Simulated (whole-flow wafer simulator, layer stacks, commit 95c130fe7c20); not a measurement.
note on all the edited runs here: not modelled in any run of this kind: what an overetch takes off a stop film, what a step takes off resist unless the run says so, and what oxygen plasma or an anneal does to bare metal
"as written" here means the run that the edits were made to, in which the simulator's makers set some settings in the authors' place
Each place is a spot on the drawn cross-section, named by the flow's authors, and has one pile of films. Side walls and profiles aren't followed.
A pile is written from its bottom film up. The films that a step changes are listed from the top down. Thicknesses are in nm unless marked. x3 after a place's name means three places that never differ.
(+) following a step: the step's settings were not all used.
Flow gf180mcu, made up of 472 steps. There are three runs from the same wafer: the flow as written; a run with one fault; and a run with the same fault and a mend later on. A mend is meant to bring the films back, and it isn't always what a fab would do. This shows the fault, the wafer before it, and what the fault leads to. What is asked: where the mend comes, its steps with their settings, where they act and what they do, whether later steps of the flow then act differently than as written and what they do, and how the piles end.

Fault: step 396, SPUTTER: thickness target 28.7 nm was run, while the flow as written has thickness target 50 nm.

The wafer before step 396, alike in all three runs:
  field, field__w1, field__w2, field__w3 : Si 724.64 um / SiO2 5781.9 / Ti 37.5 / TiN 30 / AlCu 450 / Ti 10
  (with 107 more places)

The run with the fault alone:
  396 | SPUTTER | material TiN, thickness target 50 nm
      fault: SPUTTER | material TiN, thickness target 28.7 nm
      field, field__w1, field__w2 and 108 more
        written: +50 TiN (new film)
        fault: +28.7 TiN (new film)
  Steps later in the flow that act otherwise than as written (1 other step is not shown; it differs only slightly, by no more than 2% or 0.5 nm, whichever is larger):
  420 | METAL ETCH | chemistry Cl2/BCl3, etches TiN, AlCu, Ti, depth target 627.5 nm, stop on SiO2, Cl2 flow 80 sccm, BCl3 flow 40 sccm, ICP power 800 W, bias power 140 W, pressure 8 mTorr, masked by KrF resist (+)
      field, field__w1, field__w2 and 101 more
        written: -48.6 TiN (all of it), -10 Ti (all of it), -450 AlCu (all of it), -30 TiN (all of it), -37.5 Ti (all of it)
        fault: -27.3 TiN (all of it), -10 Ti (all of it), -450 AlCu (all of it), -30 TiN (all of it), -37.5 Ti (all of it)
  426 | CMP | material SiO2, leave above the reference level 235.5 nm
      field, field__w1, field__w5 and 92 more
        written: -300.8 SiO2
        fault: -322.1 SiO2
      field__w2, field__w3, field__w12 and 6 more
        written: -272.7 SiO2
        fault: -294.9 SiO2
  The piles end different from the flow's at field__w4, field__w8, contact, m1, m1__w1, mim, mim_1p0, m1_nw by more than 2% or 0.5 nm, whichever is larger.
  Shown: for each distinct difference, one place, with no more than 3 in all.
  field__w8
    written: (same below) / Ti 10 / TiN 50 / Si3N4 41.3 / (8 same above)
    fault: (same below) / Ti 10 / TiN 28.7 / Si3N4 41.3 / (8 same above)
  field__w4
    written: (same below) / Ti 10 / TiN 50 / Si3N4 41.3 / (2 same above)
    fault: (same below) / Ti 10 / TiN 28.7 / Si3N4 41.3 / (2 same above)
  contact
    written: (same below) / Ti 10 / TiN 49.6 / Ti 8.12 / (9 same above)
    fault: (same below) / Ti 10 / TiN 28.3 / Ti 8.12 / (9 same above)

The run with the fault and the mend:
  The mend follows step 396.
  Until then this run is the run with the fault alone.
  396a | SPUTTER | material TiN, thickness target 21.3 nm (a further turn of the flow's step 396, with different settings)
      field, field__w1, field__w2 and 108 more
        +21.3 TiN
  None of the later steps of the flow acts differently than as written at any place that is followed.
  By the end, the piles equal the flow's at every place that both follow.
